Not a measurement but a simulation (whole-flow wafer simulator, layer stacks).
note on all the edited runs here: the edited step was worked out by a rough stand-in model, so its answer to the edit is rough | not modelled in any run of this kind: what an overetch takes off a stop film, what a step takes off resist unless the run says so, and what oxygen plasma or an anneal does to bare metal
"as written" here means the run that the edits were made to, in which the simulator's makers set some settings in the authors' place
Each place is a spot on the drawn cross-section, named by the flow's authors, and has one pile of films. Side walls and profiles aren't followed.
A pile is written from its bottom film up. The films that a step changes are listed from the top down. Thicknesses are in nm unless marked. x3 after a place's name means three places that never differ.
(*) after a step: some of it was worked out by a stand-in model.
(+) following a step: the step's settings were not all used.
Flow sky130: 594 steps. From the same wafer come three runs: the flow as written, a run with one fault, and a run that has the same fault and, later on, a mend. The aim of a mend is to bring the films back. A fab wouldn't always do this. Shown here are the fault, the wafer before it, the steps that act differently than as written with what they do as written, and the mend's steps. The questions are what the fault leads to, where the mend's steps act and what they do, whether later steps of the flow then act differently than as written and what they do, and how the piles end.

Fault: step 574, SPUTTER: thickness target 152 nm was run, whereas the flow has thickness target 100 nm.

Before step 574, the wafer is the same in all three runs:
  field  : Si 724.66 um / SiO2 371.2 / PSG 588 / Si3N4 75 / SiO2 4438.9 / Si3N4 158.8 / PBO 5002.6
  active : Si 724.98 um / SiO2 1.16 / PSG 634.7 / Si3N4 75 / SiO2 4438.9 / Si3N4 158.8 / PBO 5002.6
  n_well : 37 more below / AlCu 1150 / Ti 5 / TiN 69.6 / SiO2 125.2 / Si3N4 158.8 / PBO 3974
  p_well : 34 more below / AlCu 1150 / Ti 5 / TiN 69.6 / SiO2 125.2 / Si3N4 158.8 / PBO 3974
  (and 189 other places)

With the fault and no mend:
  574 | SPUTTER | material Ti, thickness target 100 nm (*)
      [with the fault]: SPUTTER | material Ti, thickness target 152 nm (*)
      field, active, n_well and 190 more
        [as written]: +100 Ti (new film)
        [with the fault]: +152 Ti (new film)
  Later steps of the flow acting differently than as written (not shown: 7 more steps that differ only slightly, by at most 2% or 0.5 nm, whichever is larger):
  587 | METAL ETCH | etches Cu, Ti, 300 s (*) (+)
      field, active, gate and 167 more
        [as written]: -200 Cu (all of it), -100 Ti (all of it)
        [with the fault]: -200 Cu (all of it), -152 Ti (all of it)
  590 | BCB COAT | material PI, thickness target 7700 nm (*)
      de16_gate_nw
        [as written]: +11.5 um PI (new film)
        [with the fault]: +11.55 um PI (new film)
  By the end, the piles at n_well, p_well, sd_n and 20 more depart from the flow's by more than 2% or 0.5 nm, whichever is larger.
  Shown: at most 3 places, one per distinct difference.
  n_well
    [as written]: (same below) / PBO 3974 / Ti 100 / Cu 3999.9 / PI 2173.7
    [with the fault]: (same below) / PBO 3974 / Ti 152 / Cu 3999.9 / PI 2139.9
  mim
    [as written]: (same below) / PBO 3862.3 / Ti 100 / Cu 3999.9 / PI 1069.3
    [with the fault]: (same below) / PBO 3862.3 / Ti 152 / Cu 3999.9 / PI 1020.7
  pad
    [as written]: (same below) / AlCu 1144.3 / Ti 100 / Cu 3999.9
    [with the fault]: (same below) / AlCu 1144.3 / Ti 152 / Cu 3999.9

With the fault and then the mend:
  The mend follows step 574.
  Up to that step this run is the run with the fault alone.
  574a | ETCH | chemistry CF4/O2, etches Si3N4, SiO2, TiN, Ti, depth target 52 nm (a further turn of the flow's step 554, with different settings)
      field, active, n_well and 190 more
        -52 Ti
  Every later step of the flow that is run acts as written, at every place that is followed, to within 2% or 0.5 nm, whichever is larger.
  At every place that both follow, the piles at the end match the flow's.
